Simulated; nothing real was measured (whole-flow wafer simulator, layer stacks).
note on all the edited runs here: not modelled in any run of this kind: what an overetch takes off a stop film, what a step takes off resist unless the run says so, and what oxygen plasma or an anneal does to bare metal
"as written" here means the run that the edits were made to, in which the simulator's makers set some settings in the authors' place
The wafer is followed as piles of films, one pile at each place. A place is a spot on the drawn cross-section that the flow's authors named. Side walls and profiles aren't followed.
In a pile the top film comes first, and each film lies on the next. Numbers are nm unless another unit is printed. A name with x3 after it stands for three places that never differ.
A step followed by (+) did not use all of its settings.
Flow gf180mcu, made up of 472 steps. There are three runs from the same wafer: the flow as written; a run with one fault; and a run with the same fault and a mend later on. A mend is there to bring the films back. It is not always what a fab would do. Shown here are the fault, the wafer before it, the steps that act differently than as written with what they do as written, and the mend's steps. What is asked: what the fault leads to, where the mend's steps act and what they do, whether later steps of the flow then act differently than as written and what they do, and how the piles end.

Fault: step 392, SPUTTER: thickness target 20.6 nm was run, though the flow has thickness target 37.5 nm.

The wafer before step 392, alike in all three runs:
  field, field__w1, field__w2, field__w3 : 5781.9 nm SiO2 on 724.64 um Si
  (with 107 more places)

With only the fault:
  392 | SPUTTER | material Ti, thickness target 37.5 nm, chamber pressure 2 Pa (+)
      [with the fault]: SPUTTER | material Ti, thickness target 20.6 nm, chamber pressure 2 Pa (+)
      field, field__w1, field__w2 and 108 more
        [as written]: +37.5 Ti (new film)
        [with the fault]: +20.6 Ti (new film)
  Later steps of the flow acting differently than as written (1 more step, not shown, differs only slightly: by at most 2% or 0.5 nm, whichever is larger):
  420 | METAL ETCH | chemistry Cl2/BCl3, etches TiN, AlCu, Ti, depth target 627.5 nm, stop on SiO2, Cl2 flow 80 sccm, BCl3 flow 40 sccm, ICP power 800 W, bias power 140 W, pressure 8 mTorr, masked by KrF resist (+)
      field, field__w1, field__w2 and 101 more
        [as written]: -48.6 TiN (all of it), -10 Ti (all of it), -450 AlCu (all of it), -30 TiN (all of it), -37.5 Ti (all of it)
        [with the fault]: -48.6 TiN (all of it), -10 Ti (all of it), -450 AlCu (all of it), -30 TiN (all of it), -20.6 Ti (all of it)
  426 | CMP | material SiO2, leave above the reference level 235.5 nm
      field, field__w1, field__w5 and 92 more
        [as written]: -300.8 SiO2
        [with the fault]: -317.7 SiO2
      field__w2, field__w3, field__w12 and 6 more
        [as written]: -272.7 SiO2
        [with the fault]: -290.3 SiO2
  At field__w4, field__w8, contact, m1, m1__w1, mim, mim_1p0, m1_nw, the piles at the end differ from the flow's by more than 2% or 0.5 nm, whichever is larger.
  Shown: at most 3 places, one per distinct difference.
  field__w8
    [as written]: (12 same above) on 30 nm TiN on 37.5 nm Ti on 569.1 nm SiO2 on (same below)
    [with the fault]: (12 same above) on 30 nm TiN on 20.6 nm Ti on 569.1 nm SiO2 on (same below)
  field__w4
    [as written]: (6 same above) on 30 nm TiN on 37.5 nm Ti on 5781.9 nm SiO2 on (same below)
    [with the fault]: (6 same above) on 30 nm TiN on 20.6 nm Ti on 5781.9 nm SiO2 on (same below)
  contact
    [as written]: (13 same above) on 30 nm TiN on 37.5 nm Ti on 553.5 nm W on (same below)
    [with the fault]: (13 same above) on 30 nm TiN on 20.6 nm Ti on 553.5 nm W on (same below)

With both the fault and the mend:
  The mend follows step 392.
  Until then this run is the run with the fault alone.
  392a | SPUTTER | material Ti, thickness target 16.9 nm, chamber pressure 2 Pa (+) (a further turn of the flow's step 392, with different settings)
      field, field__w1, field__w2 and 108 more
        +16.9 Ti
  None of the later steps of the flow acts differently than as written at any place that is followed.
  At every place that both follow, the piles at the end match the flow's.
